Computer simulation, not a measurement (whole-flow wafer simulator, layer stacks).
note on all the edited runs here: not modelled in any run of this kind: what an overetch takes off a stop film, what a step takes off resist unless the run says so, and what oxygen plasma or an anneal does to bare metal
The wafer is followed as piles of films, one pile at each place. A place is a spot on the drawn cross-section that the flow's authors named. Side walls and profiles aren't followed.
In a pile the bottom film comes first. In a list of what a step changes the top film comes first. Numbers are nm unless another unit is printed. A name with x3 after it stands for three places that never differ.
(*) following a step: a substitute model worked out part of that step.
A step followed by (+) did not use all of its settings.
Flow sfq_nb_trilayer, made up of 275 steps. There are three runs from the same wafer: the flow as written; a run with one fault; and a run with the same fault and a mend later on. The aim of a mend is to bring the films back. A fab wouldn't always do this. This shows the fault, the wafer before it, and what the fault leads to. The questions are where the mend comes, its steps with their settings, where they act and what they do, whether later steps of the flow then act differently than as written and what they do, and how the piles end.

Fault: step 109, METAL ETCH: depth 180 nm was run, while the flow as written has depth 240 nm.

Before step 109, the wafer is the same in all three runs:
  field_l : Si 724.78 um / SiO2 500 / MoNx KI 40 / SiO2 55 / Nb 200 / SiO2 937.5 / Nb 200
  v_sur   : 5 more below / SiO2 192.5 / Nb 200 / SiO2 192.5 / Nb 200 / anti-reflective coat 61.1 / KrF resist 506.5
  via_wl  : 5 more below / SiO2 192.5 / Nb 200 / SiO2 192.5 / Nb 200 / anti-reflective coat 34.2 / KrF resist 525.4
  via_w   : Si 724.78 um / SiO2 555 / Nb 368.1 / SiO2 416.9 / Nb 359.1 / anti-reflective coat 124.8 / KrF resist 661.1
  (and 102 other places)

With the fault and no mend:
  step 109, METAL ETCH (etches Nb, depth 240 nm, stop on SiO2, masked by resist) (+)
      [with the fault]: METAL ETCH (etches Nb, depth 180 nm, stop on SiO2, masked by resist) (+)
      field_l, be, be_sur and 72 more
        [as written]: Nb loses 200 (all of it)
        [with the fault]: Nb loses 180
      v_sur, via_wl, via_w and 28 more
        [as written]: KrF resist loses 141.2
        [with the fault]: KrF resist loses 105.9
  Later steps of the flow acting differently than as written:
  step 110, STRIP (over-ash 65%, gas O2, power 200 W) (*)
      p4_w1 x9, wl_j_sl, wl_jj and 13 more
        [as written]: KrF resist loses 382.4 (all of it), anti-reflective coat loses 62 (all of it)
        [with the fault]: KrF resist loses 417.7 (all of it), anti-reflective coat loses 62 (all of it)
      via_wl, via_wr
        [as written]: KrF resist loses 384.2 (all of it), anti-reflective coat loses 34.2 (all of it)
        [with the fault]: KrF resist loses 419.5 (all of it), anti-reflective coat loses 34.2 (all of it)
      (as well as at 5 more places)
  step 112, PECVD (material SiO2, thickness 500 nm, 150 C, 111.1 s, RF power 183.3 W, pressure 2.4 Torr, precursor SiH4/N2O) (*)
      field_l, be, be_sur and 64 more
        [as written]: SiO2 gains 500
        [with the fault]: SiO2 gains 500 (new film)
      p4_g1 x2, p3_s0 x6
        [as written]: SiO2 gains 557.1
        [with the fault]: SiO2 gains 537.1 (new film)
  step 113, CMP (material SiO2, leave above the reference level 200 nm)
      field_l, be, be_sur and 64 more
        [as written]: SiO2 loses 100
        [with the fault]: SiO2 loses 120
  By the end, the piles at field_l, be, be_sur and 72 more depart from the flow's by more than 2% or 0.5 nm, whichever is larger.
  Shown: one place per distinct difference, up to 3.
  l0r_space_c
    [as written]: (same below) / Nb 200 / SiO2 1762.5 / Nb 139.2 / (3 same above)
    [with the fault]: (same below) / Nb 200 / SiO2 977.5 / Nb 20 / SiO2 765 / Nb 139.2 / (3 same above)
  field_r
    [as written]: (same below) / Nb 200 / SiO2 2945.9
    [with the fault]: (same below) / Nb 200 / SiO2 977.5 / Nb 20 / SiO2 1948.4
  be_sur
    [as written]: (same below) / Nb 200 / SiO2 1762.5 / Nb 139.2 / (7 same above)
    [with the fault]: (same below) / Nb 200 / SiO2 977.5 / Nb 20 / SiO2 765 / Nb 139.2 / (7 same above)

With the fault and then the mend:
  The mend stands after step 109.
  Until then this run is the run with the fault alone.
  step 109a, METAL ETCH (etches Nb, depth 60 nm, stop on SiO2, masked by resist) (+) (the flow's step 109, run once more with other settings)
      field_l, be, be_sur and 72 more
        Nb loses 20 (all of it)
      v_sur, via_wl, via_w and 28 more
        KrF resist loses 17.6
  Later steps of the flow acting differently than as written:
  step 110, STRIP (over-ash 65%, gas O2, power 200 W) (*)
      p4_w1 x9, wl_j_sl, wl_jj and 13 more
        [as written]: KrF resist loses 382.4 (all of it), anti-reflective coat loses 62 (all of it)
        [with the mend]: KrF resist loses 400 (all of it), anti-reflective coat loses 62 (all of it)
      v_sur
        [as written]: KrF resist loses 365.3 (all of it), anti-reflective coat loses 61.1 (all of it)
        [with the mend]: KrF resist loses 383 (all of it), anti-reflective coat loses 61.1 (all of it)
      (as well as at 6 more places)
  The piles end the same as the flow's at every place that both follow.
